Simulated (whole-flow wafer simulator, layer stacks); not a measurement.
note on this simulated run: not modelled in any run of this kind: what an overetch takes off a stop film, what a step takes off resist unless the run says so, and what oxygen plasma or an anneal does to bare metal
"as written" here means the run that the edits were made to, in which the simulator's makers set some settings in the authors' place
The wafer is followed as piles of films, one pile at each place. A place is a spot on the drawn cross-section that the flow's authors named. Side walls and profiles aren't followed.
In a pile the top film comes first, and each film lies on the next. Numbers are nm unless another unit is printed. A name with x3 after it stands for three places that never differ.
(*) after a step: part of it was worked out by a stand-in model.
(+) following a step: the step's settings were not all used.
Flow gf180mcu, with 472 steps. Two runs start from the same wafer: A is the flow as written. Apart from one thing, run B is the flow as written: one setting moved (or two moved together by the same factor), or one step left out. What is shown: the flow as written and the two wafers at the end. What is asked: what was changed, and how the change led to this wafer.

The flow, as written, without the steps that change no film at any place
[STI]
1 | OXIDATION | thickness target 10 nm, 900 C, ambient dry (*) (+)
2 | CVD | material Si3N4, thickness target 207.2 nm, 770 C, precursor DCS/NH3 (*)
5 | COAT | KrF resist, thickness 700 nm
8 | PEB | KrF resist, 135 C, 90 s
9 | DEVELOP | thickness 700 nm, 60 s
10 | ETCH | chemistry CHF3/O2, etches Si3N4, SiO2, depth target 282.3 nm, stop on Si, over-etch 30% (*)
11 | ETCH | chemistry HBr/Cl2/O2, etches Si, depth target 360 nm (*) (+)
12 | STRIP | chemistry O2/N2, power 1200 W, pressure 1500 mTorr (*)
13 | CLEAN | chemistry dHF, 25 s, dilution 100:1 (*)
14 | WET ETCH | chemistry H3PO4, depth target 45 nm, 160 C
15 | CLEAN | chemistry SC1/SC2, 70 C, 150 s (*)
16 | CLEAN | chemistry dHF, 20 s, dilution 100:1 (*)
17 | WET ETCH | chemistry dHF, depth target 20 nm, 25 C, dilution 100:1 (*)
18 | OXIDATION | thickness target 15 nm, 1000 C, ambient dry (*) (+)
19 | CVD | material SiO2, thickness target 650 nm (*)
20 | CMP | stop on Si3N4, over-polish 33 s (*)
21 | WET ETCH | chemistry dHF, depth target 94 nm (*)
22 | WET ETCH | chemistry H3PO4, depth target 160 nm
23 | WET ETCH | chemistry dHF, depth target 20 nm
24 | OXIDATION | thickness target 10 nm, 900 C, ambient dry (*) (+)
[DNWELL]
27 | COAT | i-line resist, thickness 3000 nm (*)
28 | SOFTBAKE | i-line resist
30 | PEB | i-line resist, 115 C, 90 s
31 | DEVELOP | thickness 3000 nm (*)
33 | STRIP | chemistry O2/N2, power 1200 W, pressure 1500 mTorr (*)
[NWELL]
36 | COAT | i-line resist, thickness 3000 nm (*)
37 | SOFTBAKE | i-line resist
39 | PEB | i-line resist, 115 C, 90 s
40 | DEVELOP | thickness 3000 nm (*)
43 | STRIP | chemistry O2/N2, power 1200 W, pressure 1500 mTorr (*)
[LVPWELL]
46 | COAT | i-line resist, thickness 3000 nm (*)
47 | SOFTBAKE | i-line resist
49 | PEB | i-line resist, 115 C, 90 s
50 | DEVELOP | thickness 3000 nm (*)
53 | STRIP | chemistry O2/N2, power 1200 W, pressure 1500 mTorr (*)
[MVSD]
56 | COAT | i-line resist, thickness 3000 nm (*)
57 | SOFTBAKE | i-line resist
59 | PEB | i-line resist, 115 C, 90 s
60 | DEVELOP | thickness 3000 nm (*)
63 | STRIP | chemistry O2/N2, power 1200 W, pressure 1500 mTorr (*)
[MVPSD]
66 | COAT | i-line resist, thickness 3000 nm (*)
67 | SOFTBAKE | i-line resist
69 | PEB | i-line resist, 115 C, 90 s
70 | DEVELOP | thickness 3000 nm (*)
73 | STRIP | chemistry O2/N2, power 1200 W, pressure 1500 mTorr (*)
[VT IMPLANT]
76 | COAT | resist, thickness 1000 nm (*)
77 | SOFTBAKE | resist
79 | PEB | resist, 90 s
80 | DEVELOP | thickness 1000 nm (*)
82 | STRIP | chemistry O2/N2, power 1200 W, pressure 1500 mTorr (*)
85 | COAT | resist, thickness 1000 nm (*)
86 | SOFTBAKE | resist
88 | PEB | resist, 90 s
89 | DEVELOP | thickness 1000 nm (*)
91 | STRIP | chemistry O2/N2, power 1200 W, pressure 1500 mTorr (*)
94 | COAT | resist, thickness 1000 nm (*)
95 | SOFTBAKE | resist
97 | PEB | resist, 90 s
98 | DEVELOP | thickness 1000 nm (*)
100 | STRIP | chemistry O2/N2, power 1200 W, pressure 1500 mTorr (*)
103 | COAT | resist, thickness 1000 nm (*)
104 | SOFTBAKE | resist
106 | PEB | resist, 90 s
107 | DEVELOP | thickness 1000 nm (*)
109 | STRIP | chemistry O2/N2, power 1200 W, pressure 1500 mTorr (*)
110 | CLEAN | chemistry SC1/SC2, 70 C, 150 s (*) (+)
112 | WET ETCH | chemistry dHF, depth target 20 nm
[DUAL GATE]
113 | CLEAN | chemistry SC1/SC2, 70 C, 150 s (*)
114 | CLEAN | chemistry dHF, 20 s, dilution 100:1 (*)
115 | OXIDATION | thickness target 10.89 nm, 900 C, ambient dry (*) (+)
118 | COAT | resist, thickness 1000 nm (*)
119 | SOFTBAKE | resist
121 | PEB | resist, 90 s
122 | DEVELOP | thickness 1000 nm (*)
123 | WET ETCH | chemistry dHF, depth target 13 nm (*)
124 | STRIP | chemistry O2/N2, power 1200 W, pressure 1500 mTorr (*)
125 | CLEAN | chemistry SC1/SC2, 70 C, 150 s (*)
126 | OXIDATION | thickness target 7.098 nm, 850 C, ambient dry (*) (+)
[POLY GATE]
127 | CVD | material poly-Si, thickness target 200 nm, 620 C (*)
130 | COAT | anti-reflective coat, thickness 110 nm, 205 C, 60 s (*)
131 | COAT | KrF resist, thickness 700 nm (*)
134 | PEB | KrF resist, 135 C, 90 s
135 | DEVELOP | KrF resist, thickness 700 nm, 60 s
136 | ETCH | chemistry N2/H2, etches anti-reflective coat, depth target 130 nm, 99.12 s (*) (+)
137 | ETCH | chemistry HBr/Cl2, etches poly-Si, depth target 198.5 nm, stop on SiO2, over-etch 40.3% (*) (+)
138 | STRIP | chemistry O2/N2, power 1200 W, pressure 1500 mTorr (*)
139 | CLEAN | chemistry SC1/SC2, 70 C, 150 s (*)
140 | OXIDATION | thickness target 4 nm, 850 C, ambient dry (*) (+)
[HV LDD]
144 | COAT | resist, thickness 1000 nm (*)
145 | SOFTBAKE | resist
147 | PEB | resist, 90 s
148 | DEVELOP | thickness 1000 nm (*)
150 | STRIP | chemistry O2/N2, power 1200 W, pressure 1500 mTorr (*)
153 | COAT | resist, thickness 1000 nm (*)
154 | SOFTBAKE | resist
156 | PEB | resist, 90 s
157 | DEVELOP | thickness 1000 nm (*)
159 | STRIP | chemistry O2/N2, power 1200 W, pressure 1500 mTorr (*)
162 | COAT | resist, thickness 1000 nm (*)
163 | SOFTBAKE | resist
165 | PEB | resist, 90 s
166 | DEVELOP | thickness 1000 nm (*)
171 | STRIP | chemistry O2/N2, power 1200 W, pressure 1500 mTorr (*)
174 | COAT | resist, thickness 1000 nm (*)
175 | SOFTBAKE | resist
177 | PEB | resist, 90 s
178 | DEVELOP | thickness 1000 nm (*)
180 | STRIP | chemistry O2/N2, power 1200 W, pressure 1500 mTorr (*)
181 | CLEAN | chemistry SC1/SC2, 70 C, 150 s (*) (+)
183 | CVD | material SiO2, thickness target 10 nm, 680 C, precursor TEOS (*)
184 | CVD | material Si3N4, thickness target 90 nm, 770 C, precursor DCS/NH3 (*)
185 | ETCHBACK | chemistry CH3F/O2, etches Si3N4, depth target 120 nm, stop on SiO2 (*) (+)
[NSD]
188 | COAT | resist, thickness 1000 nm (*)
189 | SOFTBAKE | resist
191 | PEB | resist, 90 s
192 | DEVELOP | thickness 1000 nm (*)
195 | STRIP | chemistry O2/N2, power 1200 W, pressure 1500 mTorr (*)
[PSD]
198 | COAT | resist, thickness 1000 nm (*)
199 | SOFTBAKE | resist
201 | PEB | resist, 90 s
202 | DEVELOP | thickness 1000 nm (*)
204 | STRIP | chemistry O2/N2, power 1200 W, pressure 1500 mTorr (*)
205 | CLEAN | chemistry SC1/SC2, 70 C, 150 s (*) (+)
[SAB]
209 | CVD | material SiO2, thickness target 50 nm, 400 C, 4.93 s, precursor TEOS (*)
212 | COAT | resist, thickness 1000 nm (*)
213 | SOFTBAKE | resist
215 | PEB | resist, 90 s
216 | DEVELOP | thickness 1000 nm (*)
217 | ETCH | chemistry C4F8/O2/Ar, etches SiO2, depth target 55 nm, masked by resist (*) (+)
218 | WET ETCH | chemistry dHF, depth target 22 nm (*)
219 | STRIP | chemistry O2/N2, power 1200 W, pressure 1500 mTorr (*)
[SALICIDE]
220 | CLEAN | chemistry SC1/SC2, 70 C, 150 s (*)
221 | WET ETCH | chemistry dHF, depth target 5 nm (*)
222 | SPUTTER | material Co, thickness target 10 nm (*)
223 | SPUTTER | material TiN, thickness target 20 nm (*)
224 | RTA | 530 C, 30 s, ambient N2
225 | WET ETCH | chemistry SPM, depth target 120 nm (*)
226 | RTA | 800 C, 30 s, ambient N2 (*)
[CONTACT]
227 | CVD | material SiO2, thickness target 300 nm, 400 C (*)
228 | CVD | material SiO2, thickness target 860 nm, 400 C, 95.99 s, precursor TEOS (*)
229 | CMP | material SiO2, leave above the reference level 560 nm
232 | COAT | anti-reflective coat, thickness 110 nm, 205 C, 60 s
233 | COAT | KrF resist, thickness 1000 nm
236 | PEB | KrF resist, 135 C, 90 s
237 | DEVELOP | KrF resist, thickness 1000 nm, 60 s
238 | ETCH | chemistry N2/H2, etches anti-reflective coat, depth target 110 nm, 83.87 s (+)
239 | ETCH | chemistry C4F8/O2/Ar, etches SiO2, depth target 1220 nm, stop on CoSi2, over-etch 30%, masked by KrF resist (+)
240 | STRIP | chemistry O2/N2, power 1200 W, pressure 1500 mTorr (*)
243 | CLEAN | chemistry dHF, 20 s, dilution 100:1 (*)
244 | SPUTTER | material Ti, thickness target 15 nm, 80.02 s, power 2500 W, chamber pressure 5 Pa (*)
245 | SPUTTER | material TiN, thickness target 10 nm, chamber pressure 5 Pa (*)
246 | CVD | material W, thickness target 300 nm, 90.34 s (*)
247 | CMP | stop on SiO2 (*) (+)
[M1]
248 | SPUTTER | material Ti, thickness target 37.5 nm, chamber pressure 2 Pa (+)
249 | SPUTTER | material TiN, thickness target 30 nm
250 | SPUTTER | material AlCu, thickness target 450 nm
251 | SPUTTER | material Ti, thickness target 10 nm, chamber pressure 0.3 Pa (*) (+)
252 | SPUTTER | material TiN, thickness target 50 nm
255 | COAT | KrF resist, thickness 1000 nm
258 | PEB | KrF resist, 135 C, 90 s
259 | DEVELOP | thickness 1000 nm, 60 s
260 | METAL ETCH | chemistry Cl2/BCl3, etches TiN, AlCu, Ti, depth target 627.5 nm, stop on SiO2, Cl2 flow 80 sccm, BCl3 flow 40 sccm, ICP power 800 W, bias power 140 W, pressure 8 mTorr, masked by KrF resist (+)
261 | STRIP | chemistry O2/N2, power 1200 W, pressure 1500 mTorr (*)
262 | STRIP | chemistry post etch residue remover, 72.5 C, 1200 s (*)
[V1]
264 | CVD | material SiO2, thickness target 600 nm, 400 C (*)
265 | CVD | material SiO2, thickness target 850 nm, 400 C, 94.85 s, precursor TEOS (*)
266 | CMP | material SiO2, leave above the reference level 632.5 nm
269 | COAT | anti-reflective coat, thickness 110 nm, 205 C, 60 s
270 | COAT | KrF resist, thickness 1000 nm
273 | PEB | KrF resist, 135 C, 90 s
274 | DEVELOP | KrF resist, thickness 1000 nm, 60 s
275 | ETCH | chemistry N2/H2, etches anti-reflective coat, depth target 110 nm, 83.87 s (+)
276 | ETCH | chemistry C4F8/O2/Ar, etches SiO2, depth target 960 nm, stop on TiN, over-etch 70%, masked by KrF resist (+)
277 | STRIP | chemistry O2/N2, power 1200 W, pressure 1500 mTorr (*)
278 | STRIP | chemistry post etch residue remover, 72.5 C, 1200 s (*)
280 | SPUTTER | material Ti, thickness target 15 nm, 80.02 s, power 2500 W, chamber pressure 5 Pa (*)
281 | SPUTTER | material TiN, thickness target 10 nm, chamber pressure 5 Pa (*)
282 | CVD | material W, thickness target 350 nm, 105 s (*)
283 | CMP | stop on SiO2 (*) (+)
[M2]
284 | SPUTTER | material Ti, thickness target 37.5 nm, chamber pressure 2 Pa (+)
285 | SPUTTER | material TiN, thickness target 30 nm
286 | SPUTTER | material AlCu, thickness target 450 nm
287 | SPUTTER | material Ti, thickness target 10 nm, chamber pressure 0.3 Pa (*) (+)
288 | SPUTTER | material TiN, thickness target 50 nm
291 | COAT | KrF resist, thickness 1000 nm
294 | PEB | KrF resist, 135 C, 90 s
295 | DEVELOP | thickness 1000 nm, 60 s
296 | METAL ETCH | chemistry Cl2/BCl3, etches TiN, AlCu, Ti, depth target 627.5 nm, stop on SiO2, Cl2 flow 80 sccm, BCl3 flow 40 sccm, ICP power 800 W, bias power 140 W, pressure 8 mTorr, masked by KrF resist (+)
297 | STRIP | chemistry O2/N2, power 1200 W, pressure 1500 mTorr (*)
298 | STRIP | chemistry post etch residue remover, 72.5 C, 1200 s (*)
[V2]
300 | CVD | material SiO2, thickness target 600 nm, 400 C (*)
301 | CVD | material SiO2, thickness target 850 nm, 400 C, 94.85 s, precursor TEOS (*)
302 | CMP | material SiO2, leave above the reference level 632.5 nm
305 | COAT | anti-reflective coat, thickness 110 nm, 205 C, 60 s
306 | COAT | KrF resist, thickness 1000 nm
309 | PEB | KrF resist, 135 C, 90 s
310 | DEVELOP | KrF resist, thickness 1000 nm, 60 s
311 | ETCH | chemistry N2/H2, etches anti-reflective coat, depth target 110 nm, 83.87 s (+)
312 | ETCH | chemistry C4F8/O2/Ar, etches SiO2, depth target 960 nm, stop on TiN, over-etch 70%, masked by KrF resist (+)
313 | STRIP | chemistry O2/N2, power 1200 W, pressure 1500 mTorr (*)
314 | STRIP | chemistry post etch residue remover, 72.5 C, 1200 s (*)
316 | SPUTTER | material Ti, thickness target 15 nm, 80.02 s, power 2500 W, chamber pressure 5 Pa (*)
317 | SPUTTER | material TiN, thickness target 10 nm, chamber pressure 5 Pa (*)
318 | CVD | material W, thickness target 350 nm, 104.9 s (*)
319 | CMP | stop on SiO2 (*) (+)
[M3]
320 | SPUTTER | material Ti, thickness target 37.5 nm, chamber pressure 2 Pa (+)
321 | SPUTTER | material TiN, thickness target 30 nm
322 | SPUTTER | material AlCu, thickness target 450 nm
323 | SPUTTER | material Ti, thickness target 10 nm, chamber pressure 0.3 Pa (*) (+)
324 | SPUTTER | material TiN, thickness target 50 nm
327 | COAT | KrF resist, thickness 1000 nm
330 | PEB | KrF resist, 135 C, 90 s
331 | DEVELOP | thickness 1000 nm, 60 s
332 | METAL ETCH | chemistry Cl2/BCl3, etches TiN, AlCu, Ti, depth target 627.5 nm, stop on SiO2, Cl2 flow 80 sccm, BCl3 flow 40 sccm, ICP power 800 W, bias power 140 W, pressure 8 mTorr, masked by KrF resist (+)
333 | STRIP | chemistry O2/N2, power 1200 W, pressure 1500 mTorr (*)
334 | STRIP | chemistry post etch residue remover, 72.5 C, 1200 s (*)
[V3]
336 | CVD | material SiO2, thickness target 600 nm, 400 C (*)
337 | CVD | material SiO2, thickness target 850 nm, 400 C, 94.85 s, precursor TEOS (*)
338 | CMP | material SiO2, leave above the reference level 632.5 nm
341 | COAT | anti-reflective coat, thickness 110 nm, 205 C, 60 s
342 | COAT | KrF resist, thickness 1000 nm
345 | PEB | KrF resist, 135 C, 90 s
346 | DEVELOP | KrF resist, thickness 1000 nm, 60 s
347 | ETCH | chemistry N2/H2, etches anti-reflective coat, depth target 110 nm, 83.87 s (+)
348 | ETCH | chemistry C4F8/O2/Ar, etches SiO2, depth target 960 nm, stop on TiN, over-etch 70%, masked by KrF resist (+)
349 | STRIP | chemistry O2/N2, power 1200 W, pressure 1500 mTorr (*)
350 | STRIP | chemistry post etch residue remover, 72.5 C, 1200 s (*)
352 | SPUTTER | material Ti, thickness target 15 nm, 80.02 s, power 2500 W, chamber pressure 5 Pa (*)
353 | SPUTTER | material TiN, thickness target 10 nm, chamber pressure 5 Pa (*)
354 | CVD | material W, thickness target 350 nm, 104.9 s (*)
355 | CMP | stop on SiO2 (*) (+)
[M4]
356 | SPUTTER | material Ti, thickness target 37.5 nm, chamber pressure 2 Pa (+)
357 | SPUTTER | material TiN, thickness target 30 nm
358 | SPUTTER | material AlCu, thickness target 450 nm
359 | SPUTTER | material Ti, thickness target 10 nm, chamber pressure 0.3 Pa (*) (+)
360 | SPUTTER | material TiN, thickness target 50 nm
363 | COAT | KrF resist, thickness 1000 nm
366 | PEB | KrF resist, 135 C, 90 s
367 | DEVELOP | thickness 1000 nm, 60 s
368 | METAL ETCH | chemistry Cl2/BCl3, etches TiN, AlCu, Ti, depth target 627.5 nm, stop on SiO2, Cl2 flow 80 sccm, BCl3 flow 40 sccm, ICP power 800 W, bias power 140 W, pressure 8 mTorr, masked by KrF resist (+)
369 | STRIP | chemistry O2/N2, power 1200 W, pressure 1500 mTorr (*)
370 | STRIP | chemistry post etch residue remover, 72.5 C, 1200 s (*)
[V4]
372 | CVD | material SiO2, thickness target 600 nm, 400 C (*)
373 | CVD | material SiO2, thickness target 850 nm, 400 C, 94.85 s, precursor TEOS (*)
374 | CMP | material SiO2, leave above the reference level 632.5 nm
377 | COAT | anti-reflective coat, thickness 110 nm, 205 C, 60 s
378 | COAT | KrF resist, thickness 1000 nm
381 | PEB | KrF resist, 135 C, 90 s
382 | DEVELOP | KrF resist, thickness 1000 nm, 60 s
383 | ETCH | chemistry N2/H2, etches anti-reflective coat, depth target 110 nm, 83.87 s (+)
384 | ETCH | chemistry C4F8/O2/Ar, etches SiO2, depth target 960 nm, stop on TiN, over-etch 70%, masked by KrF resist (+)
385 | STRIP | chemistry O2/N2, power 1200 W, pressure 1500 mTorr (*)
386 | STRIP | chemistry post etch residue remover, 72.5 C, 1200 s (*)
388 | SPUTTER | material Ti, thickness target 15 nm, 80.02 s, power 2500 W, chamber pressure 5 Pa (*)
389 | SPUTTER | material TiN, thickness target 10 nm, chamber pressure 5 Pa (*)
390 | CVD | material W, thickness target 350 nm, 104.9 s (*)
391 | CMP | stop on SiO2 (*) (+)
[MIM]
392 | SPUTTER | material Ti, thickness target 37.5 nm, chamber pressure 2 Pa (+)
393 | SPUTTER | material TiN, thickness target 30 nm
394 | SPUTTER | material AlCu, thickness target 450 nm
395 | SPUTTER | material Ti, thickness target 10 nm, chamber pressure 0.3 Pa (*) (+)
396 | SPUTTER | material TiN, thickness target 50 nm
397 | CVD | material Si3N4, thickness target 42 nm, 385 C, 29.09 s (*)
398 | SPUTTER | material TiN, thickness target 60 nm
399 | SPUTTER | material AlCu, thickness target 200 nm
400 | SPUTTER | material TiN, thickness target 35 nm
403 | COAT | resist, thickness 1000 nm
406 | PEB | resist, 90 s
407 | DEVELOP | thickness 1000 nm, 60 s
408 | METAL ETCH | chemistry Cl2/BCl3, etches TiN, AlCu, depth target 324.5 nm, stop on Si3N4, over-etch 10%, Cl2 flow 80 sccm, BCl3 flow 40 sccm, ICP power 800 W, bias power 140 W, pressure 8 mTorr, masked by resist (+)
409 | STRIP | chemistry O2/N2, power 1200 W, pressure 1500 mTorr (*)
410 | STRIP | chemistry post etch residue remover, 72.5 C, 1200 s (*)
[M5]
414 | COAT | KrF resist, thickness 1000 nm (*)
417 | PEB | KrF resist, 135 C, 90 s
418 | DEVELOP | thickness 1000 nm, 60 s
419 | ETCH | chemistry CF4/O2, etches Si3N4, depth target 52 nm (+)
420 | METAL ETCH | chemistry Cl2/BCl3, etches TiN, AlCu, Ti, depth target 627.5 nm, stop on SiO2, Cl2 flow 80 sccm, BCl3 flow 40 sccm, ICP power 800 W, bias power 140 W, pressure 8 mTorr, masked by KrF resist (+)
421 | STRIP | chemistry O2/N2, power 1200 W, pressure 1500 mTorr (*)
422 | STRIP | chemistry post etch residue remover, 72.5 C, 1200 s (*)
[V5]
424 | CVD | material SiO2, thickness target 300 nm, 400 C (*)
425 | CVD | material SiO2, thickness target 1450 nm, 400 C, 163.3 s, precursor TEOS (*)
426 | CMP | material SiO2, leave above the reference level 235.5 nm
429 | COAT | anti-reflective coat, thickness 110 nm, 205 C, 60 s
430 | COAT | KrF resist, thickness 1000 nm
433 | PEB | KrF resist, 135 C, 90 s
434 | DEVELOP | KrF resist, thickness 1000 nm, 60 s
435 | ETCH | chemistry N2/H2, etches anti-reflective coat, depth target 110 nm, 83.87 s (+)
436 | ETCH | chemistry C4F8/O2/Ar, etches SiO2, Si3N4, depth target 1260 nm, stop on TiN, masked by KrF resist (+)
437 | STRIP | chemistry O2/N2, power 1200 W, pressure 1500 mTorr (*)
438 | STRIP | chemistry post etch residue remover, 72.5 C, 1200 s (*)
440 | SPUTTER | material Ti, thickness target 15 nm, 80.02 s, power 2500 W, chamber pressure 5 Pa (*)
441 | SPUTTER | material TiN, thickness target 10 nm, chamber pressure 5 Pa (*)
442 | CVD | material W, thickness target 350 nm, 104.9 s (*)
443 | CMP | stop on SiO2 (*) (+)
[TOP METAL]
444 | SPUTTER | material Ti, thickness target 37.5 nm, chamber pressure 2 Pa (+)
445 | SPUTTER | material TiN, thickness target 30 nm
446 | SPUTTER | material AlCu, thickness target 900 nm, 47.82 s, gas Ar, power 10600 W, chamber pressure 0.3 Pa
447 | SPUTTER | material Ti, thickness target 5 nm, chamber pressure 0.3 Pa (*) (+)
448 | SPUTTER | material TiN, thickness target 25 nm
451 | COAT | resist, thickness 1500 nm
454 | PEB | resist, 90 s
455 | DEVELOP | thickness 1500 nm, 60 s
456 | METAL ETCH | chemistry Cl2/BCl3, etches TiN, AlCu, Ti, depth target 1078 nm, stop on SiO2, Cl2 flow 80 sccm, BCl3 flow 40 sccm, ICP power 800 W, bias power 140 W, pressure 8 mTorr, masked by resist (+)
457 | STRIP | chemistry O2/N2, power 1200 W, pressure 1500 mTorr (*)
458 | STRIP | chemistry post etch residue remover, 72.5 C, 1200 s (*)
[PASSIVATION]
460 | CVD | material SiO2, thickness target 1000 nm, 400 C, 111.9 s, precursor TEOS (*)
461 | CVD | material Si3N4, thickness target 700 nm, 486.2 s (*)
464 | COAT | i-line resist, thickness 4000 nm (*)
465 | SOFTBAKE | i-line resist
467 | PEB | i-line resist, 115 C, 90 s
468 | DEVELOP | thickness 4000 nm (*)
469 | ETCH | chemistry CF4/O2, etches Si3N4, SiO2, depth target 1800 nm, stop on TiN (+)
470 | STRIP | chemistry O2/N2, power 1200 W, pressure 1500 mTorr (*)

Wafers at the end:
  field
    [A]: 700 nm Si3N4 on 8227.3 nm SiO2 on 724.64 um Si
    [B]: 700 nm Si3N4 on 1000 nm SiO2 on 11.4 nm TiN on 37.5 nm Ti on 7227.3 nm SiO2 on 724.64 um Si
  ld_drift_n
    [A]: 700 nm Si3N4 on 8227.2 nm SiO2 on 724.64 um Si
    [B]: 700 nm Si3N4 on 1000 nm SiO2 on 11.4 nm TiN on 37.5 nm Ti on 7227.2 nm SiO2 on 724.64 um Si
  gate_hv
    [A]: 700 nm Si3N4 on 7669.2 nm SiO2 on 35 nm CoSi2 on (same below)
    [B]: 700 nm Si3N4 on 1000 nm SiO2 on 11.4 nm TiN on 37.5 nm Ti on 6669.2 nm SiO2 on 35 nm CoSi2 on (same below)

What caused this: step 456, METAL ETCH: depth target 948.2 nm was run, whereas the flow has depth target 1078 nm.

Step by step, how the change led to this:
  456 | METAL ETCH | chemistry Cl2/BCl3, etches TiN, AlCu, Ti, depth target 1078 nm, stop on SiO2, Cl2 flow 80 sccm, BCl3 flow 40 sccm, ICP power 800 W, bias power 140 W, pressure 8 mTorr, masked by resist (+)
      field, field__w1, field__w2 and 103 more: A TiN loses 25 (all of it), Ti loses 5 (all of it), AlCu loses 900 (all of it), TiN loses 30 (all of it), Ti loses 37.5 (all of it) | B TiN loses 25 (all of it), Ti loses 5 (all of it), AlCu loses 900 (all of it), TiN loses 18.2
      field__w8, contact, m1, m1__w1, pad, m1_nw: A resist loses 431 | B resist loses 379.3
  457 | STRIP | chemistry O2/N2, power 1200 W, pressure 1500 mTorr (*)
      field__w8, contact, m1, m1__w1, pad, m1_nw: A resist loses 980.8 (all of it) | B resist loses 1032.5 (all of it)
  460 | CVD | material SiO2, thickness target 1000 nm, 400 C, 111.9 s, precursor TEOS (*)
      field, field__w1, field__w2 and 103 more: A SiO2 gains 1000 | B SiO2 gains 1000 (new film)
  465 | SOFTBAKE | i-line resist
      field__w11, field__w13: A i-line resist gains 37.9 | B i-line resist gains 35.2
      active_hv, ld_gate_n: A i-line resist gains 28.2 | B i-line resist gains 26.1
      (as well as at 64 more places)
  470 | STRIP | chemistry O2/N2, power 1200 W, pressure 1500 mTorr (*)
      field__w8, m1__w1: A i-line resist loses 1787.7 (all of it) | B i-line resist loses 1834.8 (all of it)
      contact: A i-line resist loses 1811.2 (all of it) | B i-line resist loses 1856.5 (all of it)
      (as well as at 2 more places)
Taking metal films that touch as one body, field has 1 body; the flow as written gives 0 bodies.
Taking metal films that touch as one body, ld_drift_n has 1 body; the flow as written gives 0 bodies.
Taking metal films that touch as one body, gate_hv has 2 bodies (between them, from the top down: SiO2 6669.2); the flow as written gives 1 body.
